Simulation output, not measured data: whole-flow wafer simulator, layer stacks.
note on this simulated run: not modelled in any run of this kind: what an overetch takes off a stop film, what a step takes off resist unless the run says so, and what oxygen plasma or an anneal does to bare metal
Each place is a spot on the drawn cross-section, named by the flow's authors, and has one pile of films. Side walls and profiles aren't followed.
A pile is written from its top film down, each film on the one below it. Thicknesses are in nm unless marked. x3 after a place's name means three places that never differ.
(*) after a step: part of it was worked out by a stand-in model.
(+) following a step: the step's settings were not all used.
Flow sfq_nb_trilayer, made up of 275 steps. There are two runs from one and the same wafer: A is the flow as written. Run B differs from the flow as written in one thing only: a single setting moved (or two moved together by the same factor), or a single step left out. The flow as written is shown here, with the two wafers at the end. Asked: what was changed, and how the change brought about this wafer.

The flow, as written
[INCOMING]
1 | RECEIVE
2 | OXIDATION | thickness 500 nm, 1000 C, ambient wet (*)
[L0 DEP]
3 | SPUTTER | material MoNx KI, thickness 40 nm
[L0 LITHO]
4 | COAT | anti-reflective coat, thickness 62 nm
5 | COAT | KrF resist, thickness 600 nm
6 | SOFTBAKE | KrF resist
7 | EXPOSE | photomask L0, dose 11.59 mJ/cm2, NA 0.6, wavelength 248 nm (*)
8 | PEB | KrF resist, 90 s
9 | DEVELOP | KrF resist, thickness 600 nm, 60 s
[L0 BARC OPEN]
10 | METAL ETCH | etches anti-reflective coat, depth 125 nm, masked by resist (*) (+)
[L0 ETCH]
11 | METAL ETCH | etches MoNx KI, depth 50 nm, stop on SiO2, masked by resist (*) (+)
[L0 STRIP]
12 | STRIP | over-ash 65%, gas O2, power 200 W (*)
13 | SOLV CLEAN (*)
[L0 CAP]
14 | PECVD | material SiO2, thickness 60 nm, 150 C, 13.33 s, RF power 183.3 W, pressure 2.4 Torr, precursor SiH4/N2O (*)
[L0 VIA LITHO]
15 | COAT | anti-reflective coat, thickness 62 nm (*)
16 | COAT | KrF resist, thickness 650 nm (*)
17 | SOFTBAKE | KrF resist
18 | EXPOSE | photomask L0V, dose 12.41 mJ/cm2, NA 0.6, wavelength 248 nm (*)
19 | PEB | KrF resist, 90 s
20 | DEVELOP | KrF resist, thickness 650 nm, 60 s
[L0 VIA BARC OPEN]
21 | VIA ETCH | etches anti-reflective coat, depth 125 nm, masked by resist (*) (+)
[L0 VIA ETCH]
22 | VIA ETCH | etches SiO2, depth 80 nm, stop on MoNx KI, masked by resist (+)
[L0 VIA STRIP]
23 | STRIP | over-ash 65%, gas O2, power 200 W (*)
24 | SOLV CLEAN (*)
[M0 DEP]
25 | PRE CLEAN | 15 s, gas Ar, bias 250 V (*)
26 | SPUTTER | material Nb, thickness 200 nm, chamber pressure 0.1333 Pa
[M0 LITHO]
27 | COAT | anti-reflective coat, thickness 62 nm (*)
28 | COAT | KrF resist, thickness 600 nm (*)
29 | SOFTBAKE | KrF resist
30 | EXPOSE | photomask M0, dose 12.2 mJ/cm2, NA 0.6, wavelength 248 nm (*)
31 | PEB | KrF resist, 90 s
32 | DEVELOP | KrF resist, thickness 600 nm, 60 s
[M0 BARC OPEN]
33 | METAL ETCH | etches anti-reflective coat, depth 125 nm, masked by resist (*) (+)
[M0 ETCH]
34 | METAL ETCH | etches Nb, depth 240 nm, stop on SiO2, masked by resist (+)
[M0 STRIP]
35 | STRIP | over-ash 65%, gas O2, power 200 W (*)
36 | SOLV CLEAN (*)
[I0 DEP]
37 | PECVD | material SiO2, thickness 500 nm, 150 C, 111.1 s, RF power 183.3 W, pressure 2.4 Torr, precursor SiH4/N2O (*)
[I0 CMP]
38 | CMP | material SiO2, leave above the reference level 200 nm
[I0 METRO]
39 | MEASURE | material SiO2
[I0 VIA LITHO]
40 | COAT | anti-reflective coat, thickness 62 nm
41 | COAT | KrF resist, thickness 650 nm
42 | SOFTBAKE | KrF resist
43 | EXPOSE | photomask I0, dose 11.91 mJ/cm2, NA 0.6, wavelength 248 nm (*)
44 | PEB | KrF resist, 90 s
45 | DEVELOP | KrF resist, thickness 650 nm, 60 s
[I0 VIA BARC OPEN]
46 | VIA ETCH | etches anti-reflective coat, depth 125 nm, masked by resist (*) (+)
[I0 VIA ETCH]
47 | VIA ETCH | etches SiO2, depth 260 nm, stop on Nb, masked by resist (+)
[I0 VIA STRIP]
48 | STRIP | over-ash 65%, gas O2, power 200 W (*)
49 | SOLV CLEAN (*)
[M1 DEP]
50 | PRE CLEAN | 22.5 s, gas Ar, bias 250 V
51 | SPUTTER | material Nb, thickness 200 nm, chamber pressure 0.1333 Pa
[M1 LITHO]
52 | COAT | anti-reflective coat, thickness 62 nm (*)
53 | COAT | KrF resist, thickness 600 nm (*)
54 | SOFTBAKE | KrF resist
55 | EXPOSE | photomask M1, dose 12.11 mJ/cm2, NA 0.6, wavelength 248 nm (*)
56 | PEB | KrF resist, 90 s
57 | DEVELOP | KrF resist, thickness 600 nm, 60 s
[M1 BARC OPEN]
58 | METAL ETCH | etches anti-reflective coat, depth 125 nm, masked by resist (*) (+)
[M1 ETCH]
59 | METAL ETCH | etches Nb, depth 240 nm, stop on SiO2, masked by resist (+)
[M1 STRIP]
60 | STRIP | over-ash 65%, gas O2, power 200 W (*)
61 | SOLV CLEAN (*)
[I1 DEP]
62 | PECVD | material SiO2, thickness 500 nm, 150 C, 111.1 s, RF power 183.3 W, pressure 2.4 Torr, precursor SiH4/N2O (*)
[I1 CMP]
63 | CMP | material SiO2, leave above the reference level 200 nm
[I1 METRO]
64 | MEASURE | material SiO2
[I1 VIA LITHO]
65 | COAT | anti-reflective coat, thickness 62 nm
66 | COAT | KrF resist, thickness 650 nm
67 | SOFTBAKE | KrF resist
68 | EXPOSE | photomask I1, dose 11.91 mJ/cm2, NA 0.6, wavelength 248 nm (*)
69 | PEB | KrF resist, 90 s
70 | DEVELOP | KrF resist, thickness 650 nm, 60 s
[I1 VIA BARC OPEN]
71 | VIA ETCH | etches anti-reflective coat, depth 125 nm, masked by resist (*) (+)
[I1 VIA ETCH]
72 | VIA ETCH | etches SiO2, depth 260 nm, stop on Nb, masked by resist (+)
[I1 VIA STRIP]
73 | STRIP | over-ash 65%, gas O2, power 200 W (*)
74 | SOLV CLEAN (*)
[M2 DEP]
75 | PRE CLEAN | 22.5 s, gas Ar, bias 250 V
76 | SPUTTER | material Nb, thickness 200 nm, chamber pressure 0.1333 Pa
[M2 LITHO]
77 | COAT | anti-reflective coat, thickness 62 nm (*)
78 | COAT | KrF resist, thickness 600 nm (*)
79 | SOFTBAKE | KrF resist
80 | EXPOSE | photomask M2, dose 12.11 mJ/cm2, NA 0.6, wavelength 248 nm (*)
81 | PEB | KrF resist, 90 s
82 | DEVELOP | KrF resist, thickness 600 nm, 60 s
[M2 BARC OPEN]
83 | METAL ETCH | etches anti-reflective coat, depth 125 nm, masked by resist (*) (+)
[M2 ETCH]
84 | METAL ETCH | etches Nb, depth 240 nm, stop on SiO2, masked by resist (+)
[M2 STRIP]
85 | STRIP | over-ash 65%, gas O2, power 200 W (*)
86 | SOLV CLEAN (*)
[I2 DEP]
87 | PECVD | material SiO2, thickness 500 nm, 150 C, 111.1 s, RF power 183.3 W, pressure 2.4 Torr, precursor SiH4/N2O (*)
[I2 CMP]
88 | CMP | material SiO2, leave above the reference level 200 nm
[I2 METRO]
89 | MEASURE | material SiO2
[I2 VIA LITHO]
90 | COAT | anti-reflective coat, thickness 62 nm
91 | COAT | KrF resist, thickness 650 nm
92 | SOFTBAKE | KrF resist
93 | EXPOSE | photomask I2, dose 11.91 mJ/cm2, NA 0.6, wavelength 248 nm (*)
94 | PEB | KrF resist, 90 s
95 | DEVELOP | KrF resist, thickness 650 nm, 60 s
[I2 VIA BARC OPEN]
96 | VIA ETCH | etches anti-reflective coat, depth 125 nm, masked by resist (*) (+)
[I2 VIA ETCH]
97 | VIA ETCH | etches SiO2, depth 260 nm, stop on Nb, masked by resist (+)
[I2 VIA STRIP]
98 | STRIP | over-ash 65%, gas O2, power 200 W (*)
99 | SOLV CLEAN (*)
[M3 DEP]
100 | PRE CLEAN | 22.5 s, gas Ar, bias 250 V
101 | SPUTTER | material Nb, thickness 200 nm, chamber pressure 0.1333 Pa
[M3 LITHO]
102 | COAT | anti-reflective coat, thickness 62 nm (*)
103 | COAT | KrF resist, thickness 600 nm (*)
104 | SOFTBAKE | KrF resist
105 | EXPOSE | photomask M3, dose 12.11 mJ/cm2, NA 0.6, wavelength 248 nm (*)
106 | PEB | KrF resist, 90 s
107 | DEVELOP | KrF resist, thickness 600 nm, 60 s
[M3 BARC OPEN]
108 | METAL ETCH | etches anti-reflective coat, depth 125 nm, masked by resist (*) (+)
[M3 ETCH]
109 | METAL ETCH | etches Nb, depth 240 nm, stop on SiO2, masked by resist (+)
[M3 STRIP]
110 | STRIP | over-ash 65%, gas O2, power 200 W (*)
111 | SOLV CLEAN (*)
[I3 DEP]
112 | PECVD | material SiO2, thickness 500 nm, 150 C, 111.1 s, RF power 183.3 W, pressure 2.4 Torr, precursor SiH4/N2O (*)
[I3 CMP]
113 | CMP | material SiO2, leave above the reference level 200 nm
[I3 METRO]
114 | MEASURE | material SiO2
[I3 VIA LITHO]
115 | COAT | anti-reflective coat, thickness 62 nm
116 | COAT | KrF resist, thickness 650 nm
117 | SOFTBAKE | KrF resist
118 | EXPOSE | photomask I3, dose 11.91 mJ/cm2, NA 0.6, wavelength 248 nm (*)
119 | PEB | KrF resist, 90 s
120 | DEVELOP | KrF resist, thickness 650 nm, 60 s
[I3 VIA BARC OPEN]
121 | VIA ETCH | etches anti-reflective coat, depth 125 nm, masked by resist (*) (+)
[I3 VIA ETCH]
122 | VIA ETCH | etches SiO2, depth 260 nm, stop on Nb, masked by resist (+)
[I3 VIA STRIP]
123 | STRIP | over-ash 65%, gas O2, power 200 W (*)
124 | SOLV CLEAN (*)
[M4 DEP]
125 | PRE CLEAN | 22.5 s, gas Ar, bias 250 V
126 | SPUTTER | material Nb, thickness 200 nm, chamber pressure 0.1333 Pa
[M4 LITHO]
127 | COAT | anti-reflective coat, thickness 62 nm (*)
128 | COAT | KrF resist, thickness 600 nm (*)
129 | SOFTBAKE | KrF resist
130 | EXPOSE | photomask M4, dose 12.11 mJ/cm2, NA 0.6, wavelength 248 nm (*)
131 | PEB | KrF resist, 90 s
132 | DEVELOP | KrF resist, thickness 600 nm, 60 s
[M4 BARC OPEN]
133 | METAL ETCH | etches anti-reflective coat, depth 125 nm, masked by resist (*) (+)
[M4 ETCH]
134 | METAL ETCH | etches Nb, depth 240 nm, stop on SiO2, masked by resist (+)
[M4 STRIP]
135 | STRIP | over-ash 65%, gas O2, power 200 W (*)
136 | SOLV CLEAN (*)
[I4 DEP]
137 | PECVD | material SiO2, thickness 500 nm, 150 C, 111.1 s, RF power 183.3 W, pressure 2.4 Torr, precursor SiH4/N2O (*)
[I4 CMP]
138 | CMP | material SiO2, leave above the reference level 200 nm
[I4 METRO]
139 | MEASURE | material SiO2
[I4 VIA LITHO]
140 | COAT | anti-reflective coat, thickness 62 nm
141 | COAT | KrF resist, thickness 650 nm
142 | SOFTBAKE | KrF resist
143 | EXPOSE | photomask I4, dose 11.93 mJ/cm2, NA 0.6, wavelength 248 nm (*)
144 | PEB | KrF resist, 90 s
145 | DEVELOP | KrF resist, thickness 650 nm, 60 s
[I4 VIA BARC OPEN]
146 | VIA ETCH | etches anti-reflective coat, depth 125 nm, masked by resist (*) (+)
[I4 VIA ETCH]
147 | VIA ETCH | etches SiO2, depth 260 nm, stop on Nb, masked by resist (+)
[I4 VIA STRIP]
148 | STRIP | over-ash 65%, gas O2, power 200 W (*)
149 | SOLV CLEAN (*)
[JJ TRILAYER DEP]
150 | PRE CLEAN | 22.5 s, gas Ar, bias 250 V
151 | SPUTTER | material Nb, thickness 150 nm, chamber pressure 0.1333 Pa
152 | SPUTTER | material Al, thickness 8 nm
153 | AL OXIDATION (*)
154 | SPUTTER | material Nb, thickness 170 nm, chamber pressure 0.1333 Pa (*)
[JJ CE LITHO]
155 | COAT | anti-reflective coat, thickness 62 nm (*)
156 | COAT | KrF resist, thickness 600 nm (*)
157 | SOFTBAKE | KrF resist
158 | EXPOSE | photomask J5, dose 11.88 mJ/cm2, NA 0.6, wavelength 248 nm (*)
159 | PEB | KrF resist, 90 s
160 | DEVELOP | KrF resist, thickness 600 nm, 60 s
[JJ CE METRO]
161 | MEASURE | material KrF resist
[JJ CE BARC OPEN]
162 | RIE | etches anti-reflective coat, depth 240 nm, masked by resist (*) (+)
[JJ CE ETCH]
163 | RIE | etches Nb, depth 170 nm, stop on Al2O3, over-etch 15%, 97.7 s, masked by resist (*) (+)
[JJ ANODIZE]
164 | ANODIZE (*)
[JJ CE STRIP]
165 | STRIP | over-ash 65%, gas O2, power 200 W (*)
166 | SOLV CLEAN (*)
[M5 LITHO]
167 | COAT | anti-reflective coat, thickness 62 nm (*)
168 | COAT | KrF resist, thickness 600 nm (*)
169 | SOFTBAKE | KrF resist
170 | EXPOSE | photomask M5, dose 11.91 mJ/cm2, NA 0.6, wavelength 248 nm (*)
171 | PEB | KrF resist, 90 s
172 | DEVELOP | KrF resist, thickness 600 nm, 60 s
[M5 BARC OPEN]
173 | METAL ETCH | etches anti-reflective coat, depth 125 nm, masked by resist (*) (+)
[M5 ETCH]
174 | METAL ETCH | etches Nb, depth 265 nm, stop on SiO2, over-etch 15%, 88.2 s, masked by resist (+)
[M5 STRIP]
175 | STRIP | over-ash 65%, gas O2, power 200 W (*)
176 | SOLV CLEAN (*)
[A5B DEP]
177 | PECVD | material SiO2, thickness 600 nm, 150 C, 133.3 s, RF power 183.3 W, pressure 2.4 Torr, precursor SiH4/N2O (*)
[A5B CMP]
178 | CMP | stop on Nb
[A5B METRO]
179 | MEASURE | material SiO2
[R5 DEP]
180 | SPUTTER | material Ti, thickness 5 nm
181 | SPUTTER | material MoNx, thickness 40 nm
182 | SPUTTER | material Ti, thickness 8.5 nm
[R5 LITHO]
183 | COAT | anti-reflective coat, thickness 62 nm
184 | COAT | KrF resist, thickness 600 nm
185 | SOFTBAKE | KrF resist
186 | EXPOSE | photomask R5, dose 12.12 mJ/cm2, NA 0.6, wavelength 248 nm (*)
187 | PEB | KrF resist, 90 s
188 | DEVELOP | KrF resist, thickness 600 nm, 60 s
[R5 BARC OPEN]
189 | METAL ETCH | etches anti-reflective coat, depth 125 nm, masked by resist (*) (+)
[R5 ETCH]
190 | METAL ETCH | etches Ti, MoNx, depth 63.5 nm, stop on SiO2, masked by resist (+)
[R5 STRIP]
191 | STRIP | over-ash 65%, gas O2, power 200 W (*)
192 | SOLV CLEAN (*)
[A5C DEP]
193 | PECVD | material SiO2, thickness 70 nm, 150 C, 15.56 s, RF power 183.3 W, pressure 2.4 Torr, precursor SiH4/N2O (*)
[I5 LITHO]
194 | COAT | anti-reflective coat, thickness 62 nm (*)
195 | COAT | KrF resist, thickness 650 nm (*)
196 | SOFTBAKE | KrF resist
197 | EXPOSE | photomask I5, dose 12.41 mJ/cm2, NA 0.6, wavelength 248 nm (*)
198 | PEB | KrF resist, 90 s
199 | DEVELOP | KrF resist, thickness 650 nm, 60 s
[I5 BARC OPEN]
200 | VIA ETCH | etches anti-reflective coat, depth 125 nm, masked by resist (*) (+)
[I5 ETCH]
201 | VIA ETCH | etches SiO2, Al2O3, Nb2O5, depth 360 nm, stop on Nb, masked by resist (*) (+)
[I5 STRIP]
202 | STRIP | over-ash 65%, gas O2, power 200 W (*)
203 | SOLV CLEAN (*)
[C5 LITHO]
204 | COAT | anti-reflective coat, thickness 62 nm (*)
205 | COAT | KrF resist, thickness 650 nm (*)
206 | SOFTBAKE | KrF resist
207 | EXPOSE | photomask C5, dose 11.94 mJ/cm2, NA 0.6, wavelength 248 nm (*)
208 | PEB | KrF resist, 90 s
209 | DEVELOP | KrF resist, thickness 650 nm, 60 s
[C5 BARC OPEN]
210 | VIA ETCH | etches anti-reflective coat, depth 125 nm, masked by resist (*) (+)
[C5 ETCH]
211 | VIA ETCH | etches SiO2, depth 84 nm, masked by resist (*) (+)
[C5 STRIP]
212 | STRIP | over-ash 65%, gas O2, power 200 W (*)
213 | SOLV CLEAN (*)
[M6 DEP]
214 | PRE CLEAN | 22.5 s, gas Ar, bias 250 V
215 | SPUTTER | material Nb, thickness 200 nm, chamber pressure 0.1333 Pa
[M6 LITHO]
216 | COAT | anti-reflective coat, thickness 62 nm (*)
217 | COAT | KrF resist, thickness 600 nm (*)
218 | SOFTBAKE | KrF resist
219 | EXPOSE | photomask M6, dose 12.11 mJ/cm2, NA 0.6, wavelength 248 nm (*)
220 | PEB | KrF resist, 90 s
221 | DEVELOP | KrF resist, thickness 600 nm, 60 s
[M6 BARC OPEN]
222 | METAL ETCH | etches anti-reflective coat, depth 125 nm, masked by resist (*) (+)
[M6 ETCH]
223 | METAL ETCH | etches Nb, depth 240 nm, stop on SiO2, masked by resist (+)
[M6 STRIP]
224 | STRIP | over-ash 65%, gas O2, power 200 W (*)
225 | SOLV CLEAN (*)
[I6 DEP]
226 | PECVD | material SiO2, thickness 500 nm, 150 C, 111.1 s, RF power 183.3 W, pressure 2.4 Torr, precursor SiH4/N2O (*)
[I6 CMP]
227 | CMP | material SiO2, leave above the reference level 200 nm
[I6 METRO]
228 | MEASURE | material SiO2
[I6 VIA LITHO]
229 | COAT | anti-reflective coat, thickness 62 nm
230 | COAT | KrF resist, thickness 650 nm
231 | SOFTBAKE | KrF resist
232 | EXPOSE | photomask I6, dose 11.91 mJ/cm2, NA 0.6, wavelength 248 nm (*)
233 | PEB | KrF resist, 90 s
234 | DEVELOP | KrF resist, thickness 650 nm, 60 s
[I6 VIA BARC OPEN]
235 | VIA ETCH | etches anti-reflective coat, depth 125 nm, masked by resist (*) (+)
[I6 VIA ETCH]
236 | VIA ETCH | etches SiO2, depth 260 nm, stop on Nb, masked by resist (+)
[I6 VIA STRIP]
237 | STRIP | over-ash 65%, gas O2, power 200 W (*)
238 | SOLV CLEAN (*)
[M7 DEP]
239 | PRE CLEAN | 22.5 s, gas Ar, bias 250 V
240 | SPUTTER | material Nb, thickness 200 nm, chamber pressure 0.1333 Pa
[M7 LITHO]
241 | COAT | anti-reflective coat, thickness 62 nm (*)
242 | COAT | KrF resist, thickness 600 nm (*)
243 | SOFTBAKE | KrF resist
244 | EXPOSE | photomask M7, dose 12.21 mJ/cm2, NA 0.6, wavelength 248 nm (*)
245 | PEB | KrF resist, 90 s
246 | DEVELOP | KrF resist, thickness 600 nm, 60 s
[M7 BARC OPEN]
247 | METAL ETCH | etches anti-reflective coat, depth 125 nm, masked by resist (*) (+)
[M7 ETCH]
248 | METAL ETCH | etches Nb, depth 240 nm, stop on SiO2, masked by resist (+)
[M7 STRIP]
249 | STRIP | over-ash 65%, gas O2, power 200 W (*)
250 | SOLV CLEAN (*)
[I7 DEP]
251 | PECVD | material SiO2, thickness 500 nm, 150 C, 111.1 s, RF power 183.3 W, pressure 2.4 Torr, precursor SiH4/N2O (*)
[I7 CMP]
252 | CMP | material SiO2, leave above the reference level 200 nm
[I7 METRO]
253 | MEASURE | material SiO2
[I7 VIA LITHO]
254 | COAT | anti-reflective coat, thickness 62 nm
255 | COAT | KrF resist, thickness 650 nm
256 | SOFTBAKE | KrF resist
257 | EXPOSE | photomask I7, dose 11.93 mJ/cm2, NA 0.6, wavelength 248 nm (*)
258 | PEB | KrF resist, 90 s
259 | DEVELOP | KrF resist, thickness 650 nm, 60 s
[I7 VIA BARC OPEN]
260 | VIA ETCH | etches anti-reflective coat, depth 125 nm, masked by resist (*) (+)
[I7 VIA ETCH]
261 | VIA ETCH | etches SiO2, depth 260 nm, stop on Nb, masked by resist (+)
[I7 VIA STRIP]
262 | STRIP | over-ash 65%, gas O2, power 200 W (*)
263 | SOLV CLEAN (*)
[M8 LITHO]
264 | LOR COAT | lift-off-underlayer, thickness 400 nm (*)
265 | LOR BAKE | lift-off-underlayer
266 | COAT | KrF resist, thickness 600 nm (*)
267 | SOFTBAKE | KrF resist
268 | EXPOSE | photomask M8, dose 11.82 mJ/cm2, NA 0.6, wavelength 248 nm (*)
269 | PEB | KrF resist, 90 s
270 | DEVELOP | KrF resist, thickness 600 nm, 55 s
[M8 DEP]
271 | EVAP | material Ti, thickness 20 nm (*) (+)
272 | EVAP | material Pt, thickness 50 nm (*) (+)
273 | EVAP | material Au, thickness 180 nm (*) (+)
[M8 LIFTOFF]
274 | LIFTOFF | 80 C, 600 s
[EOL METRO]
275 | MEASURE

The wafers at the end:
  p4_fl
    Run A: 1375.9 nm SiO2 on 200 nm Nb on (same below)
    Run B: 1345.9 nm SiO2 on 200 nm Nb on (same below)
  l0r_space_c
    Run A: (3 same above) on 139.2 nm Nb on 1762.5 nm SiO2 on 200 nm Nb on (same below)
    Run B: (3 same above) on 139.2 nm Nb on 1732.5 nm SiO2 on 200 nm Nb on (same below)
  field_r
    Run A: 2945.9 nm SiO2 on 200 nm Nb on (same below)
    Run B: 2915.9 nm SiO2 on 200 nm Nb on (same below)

Cause: step 138, CMP: leave above the reference level 170 nm was run, whereas the flow has leave above the reference level 200 nm.

The path from the change to this, step by step:
  138 | CMP | material SiO2, leave above the reference level 200 nm
      field_l, be, be_sur and 55 more: A -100 SiO2 | B -130 SiO2
      v_sur, via_wl, via_w and 35 more: A -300 SiO2 | B -330 SiO2
      (and at 10 other places as well)
  147 | VIA ETCH | etches SiO2, depth 260 nm, stop on Nb, masked by resist (+)
      field_l, v_sur, via_sp and 100 more: A -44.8 KrF resist | B -43.9 KrF resist
      via_wl, via_w, via_wr: A -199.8 SiO2 (all of it) | B -169.8 SiO2 (all of it)
  151 | SPUTTER | material Nb, thickness 150 nm, chamber pressure 0.1333 Pa
      via_wl, via_w, via_wr: A +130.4 Nb | B +133.9 Nb
  154 | SPUTTER | material Nb, thickness 170 nm, chamber pressure 0.1333 Pa (*)
      via_wl, via_wr: A +140.7 Nb (new film) | B +145.9 Nb (new film)
      via_w: A +141 Nb (new film) | B +146.2 Nb (new film)
  155 | COAT | anti-reflective coat, thickness 62 nm (*)
      via_wl, via_wr: A +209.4 anti-reflective coat (new film) | B +180.3 anti-reflective coat (new film)
      v_sur: A +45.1 anti-reflective coat (new film) | B +46.4 anti-reflective coat (new film)
      (and at 1 other place as well)
  156 | COAT | KrF resist, thickness 600 nm (*)
      via_w: A +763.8 KrF resist (new film) | B +735.2 KrF resist (new film)
  160 | DEVELOP | KrF resist, thickness 600 nm, 60 s
      via_w: A -762.1 KrF resist (all of it) | B -733.7 KrF resist (all of it)
  162 | RIE | etches anti-reflective coat, depth 240 nm, masked by resist (*) (+)
      ce_l, c5j, ce_r, wl_jj: A -209.4 KrF resist | B -180.3 KrF resist
      via_wl, via_wr: A -209.4 anti-reflective coat (all of it) | B -180.3 anti-reflective coat (all of it)
      (and at 2 other places as well)
  163 | RIE | etches Nb, depth 170 nm, stop on Al2O3, over-etch 15%, 97.7 s, masked by resist (*) (+)
      via_wl, via_wr: A -140.7 Nb (all of it), -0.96 Al2O3 (all of it) | B -145.9 Nb (all of it), -0.96 Al2O3 (all of it)
      via_w: A -141 Nb (all of it), -0.96 Al2O3 (all of it) | B -146.2 Nb (all of it), -0.96 Al2O3 (all of it)
  165 | STRIP | over-ash 65%, gas O2, power 200 W (*)
      c5j, ce_r: A -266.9 KrF resist (all of it), -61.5 anti-reflective coat (all of it) | B -296.2 KrF resist (all of it), -61.6 anti-reflective coat (all of it)
      ce_l: A -266.8 KrF resist (all of it), -61.4 anti-reflective coat (all of it) | B -296.1 KrF resist (all of it), -61.5 anti-reflective coat (all of it)
      (and at 1 other place as well)
  167 | COAT | anti-reflective coat, thickness 62 nm (*)
      via_wl: A +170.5 anti-reflective coat (new film) | B +148.4 anti-reflective coat (new film)
      via_w: A +84.1 anti-reflective coat (new film) | B +82.4 anti-reflective coat (new film)
      (and at 3 other places as well)
  168 | COAT | KrF resist, thickness 600 nm (*)
      via_w: A +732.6 KrF resist (new film) | B +710.5 KrF resist (new film)
  175 | STRIP | over-ash 65%, gas O2, power 200 W (*)
      via_wl: A -427 KrF resist (all of it), -170.5 anti-reflective coat (all of it) | B -423.6 KrF resist (all of it), -148.4 anti-reflective coat (all of it)
      via_w: A -503.5 KrF resist (all of it), -84.1 anti-reflective coat (all of it) | B -481.4 KrF resist (all of it), -82.4 anti-reflective coat (all of it)
      (and at 3 other places as well)
  178 | CMP | stop on Nb
      via_wl, via_wr: A -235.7 SiO2 | B -269.1 SiO2
      via_w: A -235.2 SiO2 | B -268.6 SiO2
